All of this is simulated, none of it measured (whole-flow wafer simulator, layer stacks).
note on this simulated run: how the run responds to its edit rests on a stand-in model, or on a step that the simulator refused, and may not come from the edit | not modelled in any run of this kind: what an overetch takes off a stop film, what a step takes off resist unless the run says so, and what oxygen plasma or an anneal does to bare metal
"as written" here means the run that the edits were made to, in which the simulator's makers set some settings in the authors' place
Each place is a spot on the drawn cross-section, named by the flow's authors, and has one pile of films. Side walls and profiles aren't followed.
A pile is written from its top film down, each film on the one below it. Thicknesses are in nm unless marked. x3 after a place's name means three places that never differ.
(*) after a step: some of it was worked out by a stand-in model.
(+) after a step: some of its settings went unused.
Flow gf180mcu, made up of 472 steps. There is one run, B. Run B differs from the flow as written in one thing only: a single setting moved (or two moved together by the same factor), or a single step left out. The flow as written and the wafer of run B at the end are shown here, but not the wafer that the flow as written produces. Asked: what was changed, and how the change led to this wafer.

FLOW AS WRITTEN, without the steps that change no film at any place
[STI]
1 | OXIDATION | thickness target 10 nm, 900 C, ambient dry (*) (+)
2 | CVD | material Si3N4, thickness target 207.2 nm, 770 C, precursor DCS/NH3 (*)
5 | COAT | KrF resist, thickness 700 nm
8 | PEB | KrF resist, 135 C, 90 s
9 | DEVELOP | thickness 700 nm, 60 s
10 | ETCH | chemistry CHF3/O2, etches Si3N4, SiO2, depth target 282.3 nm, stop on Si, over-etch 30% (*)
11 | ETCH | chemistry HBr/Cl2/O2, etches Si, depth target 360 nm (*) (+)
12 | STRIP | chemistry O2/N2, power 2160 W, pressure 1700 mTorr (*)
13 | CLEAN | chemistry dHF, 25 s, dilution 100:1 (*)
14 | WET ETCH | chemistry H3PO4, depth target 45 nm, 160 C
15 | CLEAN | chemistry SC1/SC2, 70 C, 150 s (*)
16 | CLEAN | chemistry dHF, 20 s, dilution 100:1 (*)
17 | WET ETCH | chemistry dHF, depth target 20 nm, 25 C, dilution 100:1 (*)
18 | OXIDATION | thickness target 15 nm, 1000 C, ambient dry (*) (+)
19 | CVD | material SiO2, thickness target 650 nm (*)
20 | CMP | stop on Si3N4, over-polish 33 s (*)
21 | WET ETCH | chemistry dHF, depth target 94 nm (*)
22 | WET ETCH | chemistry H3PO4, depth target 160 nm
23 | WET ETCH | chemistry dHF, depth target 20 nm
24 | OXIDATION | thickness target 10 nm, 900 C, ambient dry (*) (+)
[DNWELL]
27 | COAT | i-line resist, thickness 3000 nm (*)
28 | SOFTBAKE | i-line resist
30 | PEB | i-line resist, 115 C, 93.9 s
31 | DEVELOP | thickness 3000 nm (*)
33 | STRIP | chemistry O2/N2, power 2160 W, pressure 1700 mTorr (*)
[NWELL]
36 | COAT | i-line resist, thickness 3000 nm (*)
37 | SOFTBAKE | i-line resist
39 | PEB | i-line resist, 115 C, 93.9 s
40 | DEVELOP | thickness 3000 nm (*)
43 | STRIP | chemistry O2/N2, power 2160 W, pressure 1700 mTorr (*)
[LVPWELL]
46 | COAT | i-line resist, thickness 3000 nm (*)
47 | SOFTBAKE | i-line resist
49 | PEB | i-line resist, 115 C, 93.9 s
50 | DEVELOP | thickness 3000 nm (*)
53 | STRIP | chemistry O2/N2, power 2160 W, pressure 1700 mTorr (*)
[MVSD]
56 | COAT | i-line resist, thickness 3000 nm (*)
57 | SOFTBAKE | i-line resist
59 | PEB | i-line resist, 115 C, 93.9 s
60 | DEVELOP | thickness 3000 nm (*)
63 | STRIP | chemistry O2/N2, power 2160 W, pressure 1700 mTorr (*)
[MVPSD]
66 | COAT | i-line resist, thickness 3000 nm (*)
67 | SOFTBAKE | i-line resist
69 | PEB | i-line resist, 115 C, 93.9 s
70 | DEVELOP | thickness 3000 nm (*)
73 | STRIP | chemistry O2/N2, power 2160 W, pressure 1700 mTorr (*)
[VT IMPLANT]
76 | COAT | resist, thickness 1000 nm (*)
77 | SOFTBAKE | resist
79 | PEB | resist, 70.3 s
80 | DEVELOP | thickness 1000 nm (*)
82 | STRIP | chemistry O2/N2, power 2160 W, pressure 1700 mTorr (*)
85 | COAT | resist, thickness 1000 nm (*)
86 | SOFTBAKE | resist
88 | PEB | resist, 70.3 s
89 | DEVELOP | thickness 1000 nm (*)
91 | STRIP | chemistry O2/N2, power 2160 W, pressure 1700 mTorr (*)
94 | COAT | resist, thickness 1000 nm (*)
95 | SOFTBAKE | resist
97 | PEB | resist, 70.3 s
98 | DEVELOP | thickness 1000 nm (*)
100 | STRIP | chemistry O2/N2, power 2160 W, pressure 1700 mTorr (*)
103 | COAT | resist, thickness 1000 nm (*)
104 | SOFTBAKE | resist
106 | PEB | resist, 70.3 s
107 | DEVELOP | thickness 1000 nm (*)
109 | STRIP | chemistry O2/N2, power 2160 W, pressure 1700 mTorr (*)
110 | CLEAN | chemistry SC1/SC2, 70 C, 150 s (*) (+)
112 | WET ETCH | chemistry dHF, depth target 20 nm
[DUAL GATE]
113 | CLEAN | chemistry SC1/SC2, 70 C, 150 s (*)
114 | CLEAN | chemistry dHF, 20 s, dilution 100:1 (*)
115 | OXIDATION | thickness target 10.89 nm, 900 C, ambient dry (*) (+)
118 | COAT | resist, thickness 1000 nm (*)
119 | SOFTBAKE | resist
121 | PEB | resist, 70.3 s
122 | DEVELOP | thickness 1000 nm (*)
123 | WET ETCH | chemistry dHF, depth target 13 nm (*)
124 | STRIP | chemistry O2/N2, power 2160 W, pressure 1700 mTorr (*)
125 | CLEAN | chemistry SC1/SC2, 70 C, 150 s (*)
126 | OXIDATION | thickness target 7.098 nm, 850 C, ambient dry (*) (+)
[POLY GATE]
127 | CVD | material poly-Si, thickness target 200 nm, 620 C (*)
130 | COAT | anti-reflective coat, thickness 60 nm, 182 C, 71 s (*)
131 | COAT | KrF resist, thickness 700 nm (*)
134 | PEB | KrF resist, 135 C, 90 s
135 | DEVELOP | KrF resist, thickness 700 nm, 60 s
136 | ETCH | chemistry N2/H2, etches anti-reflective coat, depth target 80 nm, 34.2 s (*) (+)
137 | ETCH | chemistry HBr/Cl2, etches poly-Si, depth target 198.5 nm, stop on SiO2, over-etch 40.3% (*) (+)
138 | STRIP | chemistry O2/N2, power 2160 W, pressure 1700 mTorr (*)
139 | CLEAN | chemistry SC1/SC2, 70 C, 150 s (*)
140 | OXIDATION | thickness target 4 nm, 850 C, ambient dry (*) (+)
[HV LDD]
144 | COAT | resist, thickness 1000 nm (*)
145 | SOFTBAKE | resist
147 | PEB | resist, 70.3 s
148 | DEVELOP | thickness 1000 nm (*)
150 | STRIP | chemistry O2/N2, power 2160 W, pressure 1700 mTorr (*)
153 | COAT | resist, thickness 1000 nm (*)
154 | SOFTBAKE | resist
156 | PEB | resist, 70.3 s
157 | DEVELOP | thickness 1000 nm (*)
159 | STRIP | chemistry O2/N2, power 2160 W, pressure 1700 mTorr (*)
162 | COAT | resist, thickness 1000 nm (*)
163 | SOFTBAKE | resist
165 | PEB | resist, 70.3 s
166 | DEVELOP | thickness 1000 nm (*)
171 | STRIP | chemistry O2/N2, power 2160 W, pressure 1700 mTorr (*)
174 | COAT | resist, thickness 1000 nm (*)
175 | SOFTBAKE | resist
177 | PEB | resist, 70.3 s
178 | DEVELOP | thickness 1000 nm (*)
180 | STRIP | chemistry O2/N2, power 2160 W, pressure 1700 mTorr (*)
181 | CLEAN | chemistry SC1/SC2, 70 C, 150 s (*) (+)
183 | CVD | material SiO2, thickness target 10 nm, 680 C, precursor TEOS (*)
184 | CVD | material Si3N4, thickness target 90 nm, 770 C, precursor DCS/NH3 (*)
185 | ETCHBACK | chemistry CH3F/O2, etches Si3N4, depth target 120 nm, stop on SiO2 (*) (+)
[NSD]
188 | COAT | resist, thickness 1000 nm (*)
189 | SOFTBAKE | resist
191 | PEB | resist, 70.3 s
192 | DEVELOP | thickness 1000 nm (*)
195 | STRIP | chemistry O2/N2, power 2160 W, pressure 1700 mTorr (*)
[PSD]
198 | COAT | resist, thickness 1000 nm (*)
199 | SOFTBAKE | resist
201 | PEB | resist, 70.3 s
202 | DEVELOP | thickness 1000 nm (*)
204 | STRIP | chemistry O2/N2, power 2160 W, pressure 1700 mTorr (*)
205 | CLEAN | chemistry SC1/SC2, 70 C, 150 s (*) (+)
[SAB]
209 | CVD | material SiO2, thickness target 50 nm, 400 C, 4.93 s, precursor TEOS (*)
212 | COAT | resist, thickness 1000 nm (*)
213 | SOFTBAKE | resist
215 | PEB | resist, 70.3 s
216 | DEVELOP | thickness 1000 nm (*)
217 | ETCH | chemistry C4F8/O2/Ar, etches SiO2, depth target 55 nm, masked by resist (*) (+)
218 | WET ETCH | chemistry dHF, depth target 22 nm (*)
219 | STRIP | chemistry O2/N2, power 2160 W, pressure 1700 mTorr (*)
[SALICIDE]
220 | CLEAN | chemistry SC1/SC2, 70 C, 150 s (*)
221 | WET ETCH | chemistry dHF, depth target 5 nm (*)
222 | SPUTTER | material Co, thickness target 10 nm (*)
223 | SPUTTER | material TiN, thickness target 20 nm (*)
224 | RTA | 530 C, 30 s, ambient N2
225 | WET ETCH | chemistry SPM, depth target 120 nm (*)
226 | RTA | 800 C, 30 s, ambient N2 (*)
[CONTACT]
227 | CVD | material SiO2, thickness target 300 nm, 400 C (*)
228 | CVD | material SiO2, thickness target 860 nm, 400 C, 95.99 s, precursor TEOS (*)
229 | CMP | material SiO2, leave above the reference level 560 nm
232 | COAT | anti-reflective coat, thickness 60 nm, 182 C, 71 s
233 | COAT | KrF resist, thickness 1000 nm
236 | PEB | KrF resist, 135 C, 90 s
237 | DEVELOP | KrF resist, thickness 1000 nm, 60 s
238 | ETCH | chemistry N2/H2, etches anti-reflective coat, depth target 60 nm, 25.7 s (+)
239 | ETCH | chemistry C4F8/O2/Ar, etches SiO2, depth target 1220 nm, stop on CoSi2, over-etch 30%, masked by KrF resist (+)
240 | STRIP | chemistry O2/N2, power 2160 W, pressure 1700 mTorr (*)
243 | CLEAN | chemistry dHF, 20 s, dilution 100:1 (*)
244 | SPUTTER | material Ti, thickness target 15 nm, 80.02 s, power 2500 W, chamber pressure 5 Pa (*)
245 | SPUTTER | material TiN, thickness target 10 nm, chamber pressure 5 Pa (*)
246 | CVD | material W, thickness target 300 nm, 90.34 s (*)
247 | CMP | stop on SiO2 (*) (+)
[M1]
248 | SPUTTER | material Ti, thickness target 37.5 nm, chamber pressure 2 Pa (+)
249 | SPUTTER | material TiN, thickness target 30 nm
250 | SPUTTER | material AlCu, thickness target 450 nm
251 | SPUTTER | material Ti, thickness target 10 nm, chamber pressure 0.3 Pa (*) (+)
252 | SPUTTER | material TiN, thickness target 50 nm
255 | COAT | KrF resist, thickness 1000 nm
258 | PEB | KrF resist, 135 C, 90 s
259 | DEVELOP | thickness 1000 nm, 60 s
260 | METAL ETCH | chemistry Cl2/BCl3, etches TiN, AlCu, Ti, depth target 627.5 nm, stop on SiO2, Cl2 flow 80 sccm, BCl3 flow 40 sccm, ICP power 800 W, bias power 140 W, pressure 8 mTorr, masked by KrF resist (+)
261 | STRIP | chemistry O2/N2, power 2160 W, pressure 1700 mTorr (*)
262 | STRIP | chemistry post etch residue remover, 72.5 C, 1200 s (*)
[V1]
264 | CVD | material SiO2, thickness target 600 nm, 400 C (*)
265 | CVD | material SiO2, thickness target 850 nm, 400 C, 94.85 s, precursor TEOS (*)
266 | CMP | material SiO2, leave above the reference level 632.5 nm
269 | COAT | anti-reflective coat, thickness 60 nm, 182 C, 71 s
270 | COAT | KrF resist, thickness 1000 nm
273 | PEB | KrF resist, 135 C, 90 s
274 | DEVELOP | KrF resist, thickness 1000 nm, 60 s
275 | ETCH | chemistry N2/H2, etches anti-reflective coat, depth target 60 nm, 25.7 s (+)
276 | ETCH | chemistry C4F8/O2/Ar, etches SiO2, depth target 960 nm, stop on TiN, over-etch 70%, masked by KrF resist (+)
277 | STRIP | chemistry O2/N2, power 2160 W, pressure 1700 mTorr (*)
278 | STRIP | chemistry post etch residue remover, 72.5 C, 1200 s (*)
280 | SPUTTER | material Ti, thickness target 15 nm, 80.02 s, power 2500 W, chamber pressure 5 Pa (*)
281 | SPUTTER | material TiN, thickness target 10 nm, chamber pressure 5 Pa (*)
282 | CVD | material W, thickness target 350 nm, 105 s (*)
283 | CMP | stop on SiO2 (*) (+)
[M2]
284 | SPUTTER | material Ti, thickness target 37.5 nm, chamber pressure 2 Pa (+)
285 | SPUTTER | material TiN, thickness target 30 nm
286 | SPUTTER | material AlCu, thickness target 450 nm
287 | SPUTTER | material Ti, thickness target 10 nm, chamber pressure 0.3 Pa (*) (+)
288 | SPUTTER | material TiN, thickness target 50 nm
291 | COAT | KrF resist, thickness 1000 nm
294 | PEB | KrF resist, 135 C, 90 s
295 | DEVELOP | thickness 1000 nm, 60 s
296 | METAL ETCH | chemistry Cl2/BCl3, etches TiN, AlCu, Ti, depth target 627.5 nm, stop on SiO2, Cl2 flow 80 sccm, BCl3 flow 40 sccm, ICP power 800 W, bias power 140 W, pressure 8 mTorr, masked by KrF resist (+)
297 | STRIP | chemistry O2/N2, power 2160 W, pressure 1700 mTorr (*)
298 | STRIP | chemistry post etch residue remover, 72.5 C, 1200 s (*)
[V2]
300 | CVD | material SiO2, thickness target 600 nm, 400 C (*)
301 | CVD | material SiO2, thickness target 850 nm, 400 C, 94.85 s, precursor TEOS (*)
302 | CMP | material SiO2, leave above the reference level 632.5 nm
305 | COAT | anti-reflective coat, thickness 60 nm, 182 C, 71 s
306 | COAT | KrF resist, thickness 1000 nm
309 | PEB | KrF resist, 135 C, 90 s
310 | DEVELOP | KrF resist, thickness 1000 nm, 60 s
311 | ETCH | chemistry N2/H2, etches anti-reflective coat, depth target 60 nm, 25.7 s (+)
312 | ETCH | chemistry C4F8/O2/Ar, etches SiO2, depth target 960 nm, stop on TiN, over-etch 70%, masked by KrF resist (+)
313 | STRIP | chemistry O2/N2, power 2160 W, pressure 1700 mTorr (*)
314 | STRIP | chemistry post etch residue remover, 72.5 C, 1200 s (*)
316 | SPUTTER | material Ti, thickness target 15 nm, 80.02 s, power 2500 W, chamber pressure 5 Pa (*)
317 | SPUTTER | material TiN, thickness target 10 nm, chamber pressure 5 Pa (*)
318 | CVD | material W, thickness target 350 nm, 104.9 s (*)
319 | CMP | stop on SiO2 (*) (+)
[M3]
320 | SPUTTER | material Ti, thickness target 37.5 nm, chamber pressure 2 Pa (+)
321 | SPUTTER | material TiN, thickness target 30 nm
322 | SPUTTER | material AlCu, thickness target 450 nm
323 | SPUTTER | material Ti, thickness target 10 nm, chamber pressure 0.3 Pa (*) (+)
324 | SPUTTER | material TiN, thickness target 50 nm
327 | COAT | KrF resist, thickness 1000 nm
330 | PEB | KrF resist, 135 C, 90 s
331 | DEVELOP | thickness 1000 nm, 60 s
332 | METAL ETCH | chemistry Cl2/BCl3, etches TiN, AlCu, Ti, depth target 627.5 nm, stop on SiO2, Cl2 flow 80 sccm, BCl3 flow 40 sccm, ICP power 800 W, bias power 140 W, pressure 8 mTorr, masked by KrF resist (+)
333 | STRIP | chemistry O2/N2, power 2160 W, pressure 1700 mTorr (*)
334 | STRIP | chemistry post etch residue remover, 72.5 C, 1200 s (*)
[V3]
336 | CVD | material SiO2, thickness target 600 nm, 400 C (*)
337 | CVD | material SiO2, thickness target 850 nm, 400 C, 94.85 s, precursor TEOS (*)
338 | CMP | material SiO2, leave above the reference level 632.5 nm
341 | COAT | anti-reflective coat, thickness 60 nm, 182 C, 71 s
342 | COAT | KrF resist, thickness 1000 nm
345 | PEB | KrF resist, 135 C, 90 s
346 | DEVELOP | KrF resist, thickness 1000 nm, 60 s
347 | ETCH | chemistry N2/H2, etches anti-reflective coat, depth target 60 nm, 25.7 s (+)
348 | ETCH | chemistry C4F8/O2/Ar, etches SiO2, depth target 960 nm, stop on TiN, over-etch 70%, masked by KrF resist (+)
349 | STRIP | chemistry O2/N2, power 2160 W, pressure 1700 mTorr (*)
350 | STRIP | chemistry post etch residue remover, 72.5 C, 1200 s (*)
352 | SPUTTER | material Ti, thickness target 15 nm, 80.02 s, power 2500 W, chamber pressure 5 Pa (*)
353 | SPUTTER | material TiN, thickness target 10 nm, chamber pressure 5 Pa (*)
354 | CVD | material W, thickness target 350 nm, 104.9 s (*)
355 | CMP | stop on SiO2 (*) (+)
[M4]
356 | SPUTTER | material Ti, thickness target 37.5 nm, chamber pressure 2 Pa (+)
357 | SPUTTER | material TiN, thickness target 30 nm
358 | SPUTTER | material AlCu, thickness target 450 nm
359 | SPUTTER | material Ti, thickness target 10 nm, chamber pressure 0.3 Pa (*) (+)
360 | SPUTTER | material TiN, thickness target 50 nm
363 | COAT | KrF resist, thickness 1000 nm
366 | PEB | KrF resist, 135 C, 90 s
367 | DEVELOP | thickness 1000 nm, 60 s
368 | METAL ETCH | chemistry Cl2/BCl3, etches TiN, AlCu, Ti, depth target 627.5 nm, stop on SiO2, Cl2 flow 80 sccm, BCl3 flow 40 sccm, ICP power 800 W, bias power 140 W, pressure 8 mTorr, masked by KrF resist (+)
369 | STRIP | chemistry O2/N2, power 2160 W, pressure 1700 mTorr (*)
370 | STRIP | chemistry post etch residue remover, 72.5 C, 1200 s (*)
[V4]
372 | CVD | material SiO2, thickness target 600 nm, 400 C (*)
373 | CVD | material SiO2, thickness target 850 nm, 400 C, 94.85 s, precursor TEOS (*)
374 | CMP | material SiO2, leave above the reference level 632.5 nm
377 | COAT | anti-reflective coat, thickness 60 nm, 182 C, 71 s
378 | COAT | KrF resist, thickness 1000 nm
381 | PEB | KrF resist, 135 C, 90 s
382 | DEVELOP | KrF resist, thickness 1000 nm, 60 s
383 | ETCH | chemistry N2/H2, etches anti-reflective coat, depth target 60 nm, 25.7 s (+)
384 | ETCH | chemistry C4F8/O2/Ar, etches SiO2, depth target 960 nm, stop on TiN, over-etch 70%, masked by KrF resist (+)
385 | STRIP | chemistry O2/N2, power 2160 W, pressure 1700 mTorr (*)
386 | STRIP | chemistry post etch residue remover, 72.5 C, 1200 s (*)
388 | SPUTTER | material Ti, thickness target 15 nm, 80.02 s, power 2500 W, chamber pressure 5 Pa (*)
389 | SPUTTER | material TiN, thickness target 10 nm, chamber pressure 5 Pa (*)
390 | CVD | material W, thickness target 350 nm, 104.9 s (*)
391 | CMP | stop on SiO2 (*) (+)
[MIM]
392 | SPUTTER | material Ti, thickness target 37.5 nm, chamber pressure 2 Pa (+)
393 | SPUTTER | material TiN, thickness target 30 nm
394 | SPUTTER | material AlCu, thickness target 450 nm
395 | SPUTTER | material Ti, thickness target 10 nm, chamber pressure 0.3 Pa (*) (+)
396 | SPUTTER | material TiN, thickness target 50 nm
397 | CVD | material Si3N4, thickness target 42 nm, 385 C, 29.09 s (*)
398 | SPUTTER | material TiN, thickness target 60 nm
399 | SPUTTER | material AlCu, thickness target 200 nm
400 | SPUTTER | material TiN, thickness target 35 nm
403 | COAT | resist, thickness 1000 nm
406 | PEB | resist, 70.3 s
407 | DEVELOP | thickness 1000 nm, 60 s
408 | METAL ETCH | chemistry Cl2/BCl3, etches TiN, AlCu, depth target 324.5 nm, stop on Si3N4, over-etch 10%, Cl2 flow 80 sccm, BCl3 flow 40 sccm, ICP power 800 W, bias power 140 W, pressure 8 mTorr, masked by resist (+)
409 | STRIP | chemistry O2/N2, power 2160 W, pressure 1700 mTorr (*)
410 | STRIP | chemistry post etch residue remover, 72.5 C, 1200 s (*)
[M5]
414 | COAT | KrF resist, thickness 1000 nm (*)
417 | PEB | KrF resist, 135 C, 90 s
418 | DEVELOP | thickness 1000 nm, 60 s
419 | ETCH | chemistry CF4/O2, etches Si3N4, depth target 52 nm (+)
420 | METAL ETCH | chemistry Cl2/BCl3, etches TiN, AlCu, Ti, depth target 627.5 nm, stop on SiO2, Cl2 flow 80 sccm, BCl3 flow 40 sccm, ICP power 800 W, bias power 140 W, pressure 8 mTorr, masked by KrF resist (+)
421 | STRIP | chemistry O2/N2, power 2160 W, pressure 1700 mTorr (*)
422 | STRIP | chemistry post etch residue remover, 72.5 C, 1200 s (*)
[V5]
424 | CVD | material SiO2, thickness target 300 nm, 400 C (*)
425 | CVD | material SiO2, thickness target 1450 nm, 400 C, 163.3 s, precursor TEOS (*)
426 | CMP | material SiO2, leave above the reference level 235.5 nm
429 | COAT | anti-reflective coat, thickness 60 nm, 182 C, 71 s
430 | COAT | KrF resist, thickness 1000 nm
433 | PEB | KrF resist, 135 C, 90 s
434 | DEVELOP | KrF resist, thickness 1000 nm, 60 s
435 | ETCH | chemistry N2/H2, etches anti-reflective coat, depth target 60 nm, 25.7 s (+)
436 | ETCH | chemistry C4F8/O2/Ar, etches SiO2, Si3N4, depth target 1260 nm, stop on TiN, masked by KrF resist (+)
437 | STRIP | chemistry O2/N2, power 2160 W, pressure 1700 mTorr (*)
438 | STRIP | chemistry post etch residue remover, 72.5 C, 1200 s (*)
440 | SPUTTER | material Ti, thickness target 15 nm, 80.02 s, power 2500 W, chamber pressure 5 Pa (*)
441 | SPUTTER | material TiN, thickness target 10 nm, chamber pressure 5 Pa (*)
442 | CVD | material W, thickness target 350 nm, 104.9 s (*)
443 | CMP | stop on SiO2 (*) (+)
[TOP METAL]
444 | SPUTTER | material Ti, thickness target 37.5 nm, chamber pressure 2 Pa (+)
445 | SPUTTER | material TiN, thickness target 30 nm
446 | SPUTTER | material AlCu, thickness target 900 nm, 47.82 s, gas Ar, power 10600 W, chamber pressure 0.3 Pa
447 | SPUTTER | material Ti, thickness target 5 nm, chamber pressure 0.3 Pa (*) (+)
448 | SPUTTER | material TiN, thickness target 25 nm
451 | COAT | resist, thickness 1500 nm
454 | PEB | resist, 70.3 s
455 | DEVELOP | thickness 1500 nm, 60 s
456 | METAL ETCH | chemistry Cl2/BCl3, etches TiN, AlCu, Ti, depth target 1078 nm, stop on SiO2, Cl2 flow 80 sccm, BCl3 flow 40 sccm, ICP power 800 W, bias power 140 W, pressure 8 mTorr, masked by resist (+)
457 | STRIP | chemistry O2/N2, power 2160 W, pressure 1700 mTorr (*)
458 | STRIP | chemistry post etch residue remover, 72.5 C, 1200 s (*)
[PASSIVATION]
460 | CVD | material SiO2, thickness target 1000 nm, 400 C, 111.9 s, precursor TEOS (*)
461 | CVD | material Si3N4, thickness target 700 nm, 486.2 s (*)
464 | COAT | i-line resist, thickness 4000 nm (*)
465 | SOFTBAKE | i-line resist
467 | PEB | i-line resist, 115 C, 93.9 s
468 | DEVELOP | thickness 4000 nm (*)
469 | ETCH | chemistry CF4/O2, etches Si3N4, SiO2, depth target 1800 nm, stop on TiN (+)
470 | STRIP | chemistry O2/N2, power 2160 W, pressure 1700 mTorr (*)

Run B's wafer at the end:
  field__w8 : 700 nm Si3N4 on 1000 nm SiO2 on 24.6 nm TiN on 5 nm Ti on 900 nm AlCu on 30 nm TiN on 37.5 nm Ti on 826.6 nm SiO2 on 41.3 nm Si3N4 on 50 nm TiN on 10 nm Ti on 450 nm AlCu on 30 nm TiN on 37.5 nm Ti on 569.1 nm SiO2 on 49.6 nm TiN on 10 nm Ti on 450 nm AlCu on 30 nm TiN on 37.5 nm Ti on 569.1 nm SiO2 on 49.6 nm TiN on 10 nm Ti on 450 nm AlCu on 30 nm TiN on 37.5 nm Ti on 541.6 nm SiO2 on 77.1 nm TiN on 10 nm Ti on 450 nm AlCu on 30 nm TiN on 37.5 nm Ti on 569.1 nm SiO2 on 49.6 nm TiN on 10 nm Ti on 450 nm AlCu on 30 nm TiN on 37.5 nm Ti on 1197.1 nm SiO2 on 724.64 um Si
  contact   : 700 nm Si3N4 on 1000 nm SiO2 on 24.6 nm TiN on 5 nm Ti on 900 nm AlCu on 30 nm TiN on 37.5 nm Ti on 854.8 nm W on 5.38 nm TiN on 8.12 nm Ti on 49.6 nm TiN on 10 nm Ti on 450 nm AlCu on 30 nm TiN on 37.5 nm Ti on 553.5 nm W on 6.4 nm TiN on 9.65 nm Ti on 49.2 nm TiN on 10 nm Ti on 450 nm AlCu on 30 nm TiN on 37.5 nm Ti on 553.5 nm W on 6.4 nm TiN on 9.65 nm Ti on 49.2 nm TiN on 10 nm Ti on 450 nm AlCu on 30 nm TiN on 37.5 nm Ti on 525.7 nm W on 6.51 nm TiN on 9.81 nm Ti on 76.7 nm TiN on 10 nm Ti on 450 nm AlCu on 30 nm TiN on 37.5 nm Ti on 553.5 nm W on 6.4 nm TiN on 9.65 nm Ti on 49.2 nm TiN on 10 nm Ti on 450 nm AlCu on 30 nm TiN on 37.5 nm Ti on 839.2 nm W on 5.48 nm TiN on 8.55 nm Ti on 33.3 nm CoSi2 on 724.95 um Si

What caused this: step 288, SPUTTER: thickness target 77.5 nm was run, whereas the flow has thickness target 50 nm.

Step by step, how the change led to this:
  288 | SPUTTER | material TiN, thickness target 50 nm
      field, field__w1, field__w2 and 108 more: TiN gains 77.5 (new film) (as written it would have been: TiN gains 50 (new film))
  296 | METAL ETCH | chemistry Cl2/BCl3, etches TiN, AlCu, Ti, depth target 627.5 nm, stop on SiO2, Cl2 flow 80 sccm, BCl3 flow 40 sccm, ICP power 800 W, bias power 140 W, pressure 8 mTorr, masked by KrF resist (+)
      field, field__w1, field__w2 and 103 more: TiN loses 77.5 (all of it), Ti loses 10 (all of it), AlCu loses 450 (all of it), TiN loses 30 (all of it), Ti loses 37.5 (all of it) (as written it would have been: TiN loses 50 (all of it), Ti loses 10 (all of it), AlCu loses 450 (all of it), TiN loses 30 (all of it), Ti loses 37.5 (all of it))
  302 | CMP | material SiO2, leave above the reference level 632.5 nm
      field__w8, contact, m1, m1__w1, m1_nw: SiO2 loses 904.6 (as written it would have been: SiO2 loses 877.1)
  312 | ETCH | chemistry C4F8/O2/Ar, etches SiO2, depth target 960 nm, stop on TiN, over-etch 70%, masked by KrF resist (+)
      field, field__w1, field__w2 and 107 more: KrF resist loses 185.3 (as written it would have been: KrF resist loses 192)
      contact: SiO2 loses 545 (all of it) (as written it would have been: SiO2 loses 572.5 (all of it))
  318 | CVD | material W, thickness target 350 nm, 104.9 s (*)
      contact: W gains 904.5 (new film) (as written it would have been: W gains 932.3 (new film))
